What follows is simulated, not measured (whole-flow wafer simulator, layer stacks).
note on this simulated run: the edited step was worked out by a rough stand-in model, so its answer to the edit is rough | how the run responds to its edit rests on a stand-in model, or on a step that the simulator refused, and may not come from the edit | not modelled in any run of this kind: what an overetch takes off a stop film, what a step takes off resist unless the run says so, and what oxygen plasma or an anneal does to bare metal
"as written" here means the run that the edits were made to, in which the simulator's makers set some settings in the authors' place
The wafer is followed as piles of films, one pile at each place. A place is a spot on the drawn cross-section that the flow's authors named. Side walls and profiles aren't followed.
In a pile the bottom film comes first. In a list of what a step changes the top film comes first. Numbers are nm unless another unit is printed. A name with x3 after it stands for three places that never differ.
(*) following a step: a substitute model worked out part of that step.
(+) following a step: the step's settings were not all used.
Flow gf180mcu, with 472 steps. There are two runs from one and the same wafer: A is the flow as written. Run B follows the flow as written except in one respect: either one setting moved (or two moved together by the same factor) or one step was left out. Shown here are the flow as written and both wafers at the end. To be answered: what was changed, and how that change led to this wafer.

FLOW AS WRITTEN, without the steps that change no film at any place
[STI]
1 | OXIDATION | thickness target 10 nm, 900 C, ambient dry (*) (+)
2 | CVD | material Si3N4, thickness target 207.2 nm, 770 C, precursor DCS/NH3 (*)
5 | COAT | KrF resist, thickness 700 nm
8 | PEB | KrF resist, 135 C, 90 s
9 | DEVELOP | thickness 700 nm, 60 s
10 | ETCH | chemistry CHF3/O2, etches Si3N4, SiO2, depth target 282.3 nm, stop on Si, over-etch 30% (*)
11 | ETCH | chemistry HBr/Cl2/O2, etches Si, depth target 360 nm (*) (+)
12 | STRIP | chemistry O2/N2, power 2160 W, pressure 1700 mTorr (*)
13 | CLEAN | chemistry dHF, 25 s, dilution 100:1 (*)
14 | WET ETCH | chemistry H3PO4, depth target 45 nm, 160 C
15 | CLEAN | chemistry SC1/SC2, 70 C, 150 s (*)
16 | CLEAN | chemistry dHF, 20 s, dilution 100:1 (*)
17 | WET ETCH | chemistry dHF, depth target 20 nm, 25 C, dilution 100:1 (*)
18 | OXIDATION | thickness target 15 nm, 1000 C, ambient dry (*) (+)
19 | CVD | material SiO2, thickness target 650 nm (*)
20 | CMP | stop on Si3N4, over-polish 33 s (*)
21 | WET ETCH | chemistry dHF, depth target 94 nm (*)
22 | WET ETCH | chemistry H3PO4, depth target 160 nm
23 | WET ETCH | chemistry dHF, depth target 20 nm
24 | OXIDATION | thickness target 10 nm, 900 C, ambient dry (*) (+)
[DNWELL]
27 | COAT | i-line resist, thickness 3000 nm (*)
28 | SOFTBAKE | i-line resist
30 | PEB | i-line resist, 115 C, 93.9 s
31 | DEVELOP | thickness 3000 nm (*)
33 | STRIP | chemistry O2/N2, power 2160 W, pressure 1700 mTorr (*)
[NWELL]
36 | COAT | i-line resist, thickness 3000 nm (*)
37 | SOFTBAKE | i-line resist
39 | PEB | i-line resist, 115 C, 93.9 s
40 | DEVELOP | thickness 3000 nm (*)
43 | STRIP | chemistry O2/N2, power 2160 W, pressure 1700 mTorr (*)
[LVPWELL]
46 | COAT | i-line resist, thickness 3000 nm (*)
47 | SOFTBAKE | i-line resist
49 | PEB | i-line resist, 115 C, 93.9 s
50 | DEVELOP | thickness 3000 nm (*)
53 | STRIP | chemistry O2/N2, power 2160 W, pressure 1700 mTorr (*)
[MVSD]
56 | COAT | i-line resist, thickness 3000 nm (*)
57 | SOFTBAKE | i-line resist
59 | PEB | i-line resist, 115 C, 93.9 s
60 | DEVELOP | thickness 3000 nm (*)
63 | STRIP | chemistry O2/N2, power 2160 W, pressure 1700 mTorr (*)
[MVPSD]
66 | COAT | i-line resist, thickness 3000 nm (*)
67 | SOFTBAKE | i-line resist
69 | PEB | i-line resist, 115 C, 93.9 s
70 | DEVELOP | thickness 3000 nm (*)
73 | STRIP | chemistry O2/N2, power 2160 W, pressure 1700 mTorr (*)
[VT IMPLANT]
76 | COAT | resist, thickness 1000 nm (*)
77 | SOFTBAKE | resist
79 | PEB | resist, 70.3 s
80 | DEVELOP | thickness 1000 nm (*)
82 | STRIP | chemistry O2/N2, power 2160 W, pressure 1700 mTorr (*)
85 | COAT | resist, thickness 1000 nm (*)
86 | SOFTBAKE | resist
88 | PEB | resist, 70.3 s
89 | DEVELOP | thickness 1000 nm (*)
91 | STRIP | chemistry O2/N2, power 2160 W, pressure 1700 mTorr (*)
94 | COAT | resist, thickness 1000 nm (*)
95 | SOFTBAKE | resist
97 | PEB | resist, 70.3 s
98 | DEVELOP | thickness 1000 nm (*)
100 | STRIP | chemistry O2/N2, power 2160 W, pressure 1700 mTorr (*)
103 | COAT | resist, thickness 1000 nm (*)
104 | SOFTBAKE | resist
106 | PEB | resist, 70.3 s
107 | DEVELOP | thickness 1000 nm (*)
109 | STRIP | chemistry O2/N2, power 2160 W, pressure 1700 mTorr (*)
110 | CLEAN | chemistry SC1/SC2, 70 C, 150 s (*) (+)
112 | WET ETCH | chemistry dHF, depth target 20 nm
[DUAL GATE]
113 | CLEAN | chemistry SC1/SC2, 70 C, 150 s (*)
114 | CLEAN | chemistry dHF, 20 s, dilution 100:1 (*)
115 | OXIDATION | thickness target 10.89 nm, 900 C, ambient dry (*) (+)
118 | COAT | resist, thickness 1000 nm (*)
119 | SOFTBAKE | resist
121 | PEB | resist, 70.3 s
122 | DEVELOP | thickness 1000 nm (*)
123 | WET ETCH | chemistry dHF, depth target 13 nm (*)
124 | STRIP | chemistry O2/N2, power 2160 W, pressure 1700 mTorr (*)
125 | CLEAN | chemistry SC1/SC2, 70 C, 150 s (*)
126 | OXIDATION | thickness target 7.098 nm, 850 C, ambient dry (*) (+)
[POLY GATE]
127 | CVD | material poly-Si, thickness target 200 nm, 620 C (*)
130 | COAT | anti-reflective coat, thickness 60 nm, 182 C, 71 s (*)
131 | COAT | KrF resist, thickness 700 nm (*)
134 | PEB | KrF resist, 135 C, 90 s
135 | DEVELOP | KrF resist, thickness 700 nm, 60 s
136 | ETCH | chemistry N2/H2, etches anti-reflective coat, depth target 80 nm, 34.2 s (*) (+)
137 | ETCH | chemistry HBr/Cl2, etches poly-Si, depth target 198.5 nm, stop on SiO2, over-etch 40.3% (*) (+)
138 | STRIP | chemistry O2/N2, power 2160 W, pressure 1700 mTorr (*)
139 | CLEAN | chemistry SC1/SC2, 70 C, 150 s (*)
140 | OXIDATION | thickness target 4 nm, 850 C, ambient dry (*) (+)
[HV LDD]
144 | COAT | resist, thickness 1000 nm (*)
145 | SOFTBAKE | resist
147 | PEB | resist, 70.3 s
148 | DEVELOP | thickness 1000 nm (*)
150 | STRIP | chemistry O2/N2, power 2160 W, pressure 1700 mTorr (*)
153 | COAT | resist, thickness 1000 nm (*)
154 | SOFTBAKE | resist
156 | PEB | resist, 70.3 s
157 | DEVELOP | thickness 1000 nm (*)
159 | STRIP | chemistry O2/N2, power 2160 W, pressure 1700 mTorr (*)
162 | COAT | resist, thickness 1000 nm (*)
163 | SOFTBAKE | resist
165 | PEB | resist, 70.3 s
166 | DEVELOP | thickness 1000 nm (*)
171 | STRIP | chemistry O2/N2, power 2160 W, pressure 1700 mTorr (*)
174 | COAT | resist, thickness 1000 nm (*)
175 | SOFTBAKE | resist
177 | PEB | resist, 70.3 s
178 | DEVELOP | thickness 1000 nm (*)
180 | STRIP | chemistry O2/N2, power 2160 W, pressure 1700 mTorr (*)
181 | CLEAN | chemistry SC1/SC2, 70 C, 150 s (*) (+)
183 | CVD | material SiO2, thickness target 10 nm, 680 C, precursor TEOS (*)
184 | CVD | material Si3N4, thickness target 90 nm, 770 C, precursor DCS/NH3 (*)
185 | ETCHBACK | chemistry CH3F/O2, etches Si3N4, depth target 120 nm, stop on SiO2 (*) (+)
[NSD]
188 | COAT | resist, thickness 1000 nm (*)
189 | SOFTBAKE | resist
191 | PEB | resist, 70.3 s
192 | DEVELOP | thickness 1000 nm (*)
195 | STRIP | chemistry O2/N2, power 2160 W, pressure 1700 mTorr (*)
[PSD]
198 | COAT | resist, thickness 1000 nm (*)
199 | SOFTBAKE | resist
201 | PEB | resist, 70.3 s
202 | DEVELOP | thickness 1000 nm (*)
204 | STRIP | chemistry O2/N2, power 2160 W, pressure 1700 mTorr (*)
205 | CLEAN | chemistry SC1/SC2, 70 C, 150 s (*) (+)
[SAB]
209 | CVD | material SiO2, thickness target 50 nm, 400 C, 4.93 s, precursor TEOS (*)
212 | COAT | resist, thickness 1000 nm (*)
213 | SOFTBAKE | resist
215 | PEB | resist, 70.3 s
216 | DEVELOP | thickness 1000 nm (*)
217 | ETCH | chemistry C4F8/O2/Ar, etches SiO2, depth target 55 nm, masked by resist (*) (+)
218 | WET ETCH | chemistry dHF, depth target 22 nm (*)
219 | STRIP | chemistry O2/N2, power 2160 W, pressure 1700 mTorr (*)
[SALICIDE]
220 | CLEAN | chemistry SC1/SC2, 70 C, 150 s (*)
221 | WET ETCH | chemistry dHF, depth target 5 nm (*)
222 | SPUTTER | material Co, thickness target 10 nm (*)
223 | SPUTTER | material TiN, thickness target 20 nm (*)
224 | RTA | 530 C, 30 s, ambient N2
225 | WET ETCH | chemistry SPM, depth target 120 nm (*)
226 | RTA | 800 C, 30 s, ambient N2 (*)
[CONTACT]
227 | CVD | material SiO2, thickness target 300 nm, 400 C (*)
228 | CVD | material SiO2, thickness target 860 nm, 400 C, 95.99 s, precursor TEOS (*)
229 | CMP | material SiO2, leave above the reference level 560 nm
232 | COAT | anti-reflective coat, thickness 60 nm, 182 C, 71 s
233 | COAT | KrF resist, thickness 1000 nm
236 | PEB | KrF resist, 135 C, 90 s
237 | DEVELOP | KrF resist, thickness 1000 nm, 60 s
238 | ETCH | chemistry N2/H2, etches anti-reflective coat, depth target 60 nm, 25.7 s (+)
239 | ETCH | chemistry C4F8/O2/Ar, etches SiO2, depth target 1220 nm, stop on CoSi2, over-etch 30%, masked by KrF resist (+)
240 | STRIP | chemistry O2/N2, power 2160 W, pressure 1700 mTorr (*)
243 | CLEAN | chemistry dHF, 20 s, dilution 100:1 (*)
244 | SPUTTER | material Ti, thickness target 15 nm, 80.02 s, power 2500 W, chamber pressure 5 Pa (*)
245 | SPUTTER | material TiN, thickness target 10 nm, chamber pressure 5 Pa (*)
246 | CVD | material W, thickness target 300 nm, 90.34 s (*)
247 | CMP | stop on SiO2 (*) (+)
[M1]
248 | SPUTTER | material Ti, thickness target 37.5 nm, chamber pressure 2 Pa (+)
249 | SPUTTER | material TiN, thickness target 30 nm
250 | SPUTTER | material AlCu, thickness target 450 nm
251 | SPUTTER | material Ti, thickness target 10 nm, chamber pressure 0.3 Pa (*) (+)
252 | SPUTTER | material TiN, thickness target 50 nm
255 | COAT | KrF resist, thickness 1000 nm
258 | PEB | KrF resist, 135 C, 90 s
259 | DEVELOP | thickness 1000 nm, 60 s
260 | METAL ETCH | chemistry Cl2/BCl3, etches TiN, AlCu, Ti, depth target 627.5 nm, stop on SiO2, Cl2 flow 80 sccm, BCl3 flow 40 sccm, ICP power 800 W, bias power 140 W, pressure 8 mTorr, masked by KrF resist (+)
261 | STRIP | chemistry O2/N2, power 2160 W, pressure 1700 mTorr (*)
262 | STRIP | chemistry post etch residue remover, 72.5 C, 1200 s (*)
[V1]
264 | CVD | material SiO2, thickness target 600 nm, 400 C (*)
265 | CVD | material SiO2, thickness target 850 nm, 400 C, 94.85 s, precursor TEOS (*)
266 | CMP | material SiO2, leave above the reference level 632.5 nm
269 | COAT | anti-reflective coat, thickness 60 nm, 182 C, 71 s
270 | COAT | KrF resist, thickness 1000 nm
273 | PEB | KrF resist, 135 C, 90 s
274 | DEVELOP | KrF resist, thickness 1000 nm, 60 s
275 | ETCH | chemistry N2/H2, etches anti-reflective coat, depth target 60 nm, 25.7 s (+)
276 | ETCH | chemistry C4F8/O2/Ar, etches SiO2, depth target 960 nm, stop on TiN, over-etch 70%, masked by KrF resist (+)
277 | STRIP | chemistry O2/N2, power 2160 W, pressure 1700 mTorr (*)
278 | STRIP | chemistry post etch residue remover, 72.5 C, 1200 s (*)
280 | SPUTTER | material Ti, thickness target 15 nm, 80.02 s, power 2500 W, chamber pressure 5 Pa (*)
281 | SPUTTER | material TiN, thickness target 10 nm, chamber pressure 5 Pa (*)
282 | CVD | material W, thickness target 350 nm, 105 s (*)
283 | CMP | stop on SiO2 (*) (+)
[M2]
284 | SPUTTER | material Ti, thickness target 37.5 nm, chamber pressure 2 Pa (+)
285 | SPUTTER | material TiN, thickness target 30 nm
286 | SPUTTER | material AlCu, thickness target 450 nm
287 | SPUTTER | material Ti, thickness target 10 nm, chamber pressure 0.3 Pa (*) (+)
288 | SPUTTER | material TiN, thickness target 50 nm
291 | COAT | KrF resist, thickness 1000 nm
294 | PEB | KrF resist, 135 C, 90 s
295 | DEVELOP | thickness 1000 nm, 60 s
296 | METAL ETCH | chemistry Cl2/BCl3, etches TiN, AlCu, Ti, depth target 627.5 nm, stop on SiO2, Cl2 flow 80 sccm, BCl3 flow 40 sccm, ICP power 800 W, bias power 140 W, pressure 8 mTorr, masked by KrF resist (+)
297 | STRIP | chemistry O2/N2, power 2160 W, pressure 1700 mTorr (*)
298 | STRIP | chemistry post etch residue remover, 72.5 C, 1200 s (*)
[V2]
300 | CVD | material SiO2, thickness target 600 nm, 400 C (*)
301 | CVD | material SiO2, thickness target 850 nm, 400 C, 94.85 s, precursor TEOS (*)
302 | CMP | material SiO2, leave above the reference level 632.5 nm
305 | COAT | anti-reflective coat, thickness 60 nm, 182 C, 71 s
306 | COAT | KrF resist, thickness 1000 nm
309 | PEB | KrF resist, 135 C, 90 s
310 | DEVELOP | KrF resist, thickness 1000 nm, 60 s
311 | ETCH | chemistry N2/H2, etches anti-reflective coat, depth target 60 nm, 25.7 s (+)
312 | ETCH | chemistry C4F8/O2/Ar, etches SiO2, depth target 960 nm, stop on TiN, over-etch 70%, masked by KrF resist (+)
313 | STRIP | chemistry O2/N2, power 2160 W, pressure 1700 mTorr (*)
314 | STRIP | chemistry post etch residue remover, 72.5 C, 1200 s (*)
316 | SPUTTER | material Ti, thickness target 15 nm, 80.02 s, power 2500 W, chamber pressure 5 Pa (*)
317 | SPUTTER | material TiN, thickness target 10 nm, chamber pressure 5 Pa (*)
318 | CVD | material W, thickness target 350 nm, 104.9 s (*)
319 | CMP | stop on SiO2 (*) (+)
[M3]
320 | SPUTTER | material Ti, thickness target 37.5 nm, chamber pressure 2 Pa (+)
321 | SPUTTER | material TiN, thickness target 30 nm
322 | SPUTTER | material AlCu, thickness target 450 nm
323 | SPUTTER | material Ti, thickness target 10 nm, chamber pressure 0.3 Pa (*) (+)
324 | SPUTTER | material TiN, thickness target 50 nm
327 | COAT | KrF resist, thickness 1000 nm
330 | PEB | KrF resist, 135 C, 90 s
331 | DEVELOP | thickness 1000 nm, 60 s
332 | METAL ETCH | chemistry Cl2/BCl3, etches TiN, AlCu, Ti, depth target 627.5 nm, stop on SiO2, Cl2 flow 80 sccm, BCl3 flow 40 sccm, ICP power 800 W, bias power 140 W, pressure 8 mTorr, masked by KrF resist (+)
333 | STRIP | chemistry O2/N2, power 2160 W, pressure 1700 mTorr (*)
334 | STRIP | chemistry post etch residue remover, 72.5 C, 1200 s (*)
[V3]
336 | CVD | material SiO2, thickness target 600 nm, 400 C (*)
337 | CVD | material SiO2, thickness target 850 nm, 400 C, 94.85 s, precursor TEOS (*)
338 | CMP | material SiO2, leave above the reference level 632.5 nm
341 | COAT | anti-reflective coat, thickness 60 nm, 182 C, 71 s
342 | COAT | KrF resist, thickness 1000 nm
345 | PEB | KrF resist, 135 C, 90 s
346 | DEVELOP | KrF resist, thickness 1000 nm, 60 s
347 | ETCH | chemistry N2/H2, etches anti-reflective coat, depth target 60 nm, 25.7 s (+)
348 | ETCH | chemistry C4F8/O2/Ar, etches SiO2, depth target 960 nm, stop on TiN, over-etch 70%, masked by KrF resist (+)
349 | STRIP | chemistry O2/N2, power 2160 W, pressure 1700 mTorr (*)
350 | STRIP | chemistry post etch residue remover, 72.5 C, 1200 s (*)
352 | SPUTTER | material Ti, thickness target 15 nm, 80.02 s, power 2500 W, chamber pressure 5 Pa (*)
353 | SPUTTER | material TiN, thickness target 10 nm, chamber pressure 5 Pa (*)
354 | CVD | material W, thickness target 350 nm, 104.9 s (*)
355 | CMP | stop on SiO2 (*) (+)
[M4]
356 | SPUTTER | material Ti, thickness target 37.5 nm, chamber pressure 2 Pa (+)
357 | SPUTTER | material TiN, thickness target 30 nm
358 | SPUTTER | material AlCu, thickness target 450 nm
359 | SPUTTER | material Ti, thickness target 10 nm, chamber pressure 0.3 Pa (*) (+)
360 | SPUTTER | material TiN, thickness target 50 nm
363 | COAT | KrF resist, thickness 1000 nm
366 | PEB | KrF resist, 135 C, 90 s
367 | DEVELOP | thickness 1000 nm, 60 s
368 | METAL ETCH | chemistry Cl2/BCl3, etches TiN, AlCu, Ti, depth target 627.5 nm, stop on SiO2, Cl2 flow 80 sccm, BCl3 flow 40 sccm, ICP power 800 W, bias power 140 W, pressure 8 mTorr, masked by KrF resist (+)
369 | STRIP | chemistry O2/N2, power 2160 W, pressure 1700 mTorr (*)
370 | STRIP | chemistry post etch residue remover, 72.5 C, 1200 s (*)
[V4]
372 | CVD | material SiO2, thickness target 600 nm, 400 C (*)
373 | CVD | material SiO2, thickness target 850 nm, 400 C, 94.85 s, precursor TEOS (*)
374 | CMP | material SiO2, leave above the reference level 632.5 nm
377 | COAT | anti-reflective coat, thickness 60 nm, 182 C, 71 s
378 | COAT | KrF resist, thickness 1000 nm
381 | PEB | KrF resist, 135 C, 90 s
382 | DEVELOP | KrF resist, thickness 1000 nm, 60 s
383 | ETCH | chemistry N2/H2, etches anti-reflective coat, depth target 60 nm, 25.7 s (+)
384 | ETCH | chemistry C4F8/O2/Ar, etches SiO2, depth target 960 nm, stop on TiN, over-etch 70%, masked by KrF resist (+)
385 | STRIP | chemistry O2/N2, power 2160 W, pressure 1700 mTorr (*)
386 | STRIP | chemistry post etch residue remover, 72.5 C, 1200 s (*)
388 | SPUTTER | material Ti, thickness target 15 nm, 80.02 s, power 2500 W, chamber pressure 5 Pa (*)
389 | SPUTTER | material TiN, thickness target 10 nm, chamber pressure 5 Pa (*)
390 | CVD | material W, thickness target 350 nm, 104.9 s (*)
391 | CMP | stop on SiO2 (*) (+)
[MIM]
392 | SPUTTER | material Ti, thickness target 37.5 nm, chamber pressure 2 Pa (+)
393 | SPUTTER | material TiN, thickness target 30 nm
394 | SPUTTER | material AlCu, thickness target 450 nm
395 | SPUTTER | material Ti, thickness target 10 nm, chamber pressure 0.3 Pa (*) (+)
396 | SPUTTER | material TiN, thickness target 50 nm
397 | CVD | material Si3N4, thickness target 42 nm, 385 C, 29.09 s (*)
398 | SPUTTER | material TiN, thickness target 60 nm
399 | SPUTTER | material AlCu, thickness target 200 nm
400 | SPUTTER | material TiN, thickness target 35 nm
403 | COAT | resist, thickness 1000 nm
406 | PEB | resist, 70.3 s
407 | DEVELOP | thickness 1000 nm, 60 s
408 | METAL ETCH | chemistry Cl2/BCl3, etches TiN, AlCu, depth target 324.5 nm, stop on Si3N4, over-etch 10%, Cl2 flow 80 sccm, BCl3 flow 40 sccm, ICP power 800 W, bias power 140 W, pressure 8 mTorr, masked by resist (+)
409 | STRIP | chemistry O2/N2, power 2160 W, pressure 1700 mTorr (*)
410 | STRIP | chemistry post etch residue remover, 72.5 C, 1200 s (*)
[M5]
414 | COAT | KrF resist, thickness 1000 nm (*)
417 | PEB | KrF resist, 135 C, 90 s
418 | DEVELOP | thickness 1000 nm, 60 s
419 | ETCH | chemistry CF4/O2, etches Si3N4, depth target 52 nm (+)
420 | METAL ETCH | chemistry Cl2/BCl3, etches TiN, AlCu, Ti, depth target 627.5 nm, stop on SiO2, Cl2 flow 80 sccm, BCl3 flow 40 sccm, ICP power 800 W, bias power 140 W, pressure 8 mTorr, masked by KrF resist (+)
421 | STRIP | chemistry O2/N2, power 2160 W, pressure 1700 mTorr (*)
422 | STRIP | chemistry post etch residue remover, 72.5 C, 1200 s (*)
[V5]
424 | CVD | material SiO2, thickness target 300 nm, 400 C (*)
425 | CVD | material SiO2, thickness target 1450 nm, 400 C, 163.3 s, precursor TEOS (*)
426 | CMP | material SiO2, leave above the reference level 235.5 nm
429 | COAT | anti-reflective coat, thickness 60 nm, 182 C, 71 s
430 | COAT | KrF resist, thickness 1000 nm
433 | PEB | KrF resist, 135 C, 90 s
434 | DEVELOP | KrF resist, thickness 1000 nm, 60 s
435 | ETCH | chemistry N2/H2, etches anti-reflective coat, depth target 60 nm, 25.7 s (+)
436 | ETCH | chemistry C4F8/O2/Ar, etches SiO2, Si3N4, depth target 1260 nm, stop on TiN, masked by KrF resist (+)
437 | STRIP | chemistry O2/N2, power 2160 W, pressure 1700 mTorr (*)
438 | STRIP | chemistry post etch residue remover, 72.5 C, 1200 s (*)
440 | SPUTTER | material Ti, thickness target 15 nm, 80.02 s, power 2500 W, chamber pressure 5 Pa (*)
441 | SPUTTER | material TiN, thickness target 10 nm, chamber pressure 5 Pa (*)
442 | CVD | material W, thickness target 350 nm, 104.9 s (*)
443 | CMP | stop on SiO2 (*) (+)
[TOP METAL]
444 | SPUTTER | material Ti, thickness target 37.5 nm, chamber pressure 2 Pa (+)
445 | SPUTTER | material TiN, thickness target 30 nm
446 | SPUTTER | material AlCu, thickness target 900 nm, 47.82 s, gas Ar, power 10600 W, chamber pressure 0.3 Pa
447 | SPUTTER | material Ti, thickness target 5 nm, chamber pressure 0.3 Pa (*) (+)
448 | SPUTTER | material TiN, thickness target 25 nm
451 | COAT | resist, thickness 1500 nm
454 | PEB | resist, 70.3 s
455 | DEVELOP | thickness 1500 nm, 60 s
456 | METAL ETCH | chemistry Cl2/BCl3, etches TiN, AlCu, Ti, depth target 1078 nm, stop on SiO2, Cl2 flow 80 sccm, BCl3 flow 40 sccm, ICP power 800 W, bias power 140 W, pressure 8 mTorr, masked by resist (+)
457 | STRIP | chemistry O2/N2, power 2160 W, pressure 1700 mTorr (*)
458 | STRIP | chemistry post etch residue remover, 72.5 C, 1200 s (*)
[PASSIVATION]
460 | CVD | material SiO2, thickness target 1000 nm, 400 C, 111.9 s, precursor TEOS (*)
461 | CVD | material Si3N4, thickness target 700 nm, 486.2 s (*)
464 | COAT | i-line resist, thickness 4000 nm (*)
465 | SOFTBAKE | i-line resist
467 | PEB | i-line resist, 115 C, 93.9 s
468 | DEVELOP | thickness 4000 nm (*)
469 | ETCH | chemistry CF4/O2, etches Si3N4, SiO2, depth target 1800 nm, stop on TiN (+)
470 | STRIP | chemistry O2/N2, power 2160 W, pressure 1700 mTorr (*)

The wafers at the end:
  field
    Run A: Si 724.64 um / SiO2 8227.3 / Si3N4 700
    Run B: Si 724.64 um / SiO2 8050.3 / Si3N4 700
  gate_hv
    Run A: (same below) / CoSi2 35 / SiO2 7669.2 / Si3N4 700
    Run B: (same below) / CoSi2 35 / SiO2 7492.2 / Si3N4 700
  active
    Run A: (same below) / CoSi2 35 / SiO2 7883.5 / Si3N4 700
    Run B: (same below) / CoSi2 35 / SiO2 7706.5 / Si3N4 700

What caused this: step 227, CVD: thickness target 123 nm was run, though the flow has thickness target 300 nm.

How this came from the change, step by step:
  227 | CVD | material SiO2, thickness target 300 nm, 400 C (*)
      field, field__w1, field__w2 and 58 more: A SiO2 gains 300 | B SiO2 gains 123
      active, p_well, gate and 47 more: A SiO2 gains 300 (new film) | B SiO2 gains 123 (new film)
  228 | CVD | material SiO2, thickness target 860 nm, 400 C, 95.99 s, precursor TEOS (*)
      field__w3: A SiO2 gains 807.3 | B SiO2 gains 790.1
      field__w12: A SiO2 gains 807.3 | B SiO2 gains 790
  229 | CMP | material SiO2, leave above the reference level 560 nm
      ld_drift_p, ld_drn_p: A SiO2 loses 425.8 | B SiO2 loses 437.9
      nw_enc_fld_lv__w1, nw_enc_fld_lv__w4: A SiO2 loses 332.2 | B SiO2 loses 323.6
      (as well as at 7 more places)
  239 | ETCH | chemistry C4F8/O2/Ar, etches SiO2, depth target 1220 nm, stop on CoSi2, over-etch 30%, masked by KrF resist (+)
      field, field__w1, field__w2 and 105 more: A KrF resist loses 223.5 | B KrF resist loses 177.5
      polyc_n, polyc_p: A SiO2 loses 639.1 (all of it) | B SiO2 loses 462.1 (all of it)
      (as well as at 1 more place)
  240 | STRIP | chemistry O2/N2, power 2160 W, pressure 1700 mTorr (*)
      field, field__w1, field__w2 and 105 more: A KrF resist loses 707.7 (all of it), anti-reflective coat loses 60 (all of it) | B KrF resist loses 753.7 (all of it), anti-reflective coat loses 60 (all of it)
  244 | SPUTTER | material Ti, thickness target 15 nm, 80.02 s, power 2500 W, chamber pressure 5 Pa (*)
      contact: A Ti gains 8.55 (new film) | B Ti gains 9.49 (new film)
  245 | SPUTTER | material TiN, thickness target 10 nm, chamber pressure 5 Pa (*)
      contact: A TiN gains 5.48 (new film) | B TiN gains 6.07 (new film)
  246 | CVD | material W, thickness target 300 nm, 90.34 s (*)
      polyc_n, polyc_p: A W gains 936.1 (new film) | B W gains 759.1 (new film)
      contact: A W gains 1167.5 (new film) | B W gains 989 (new film)
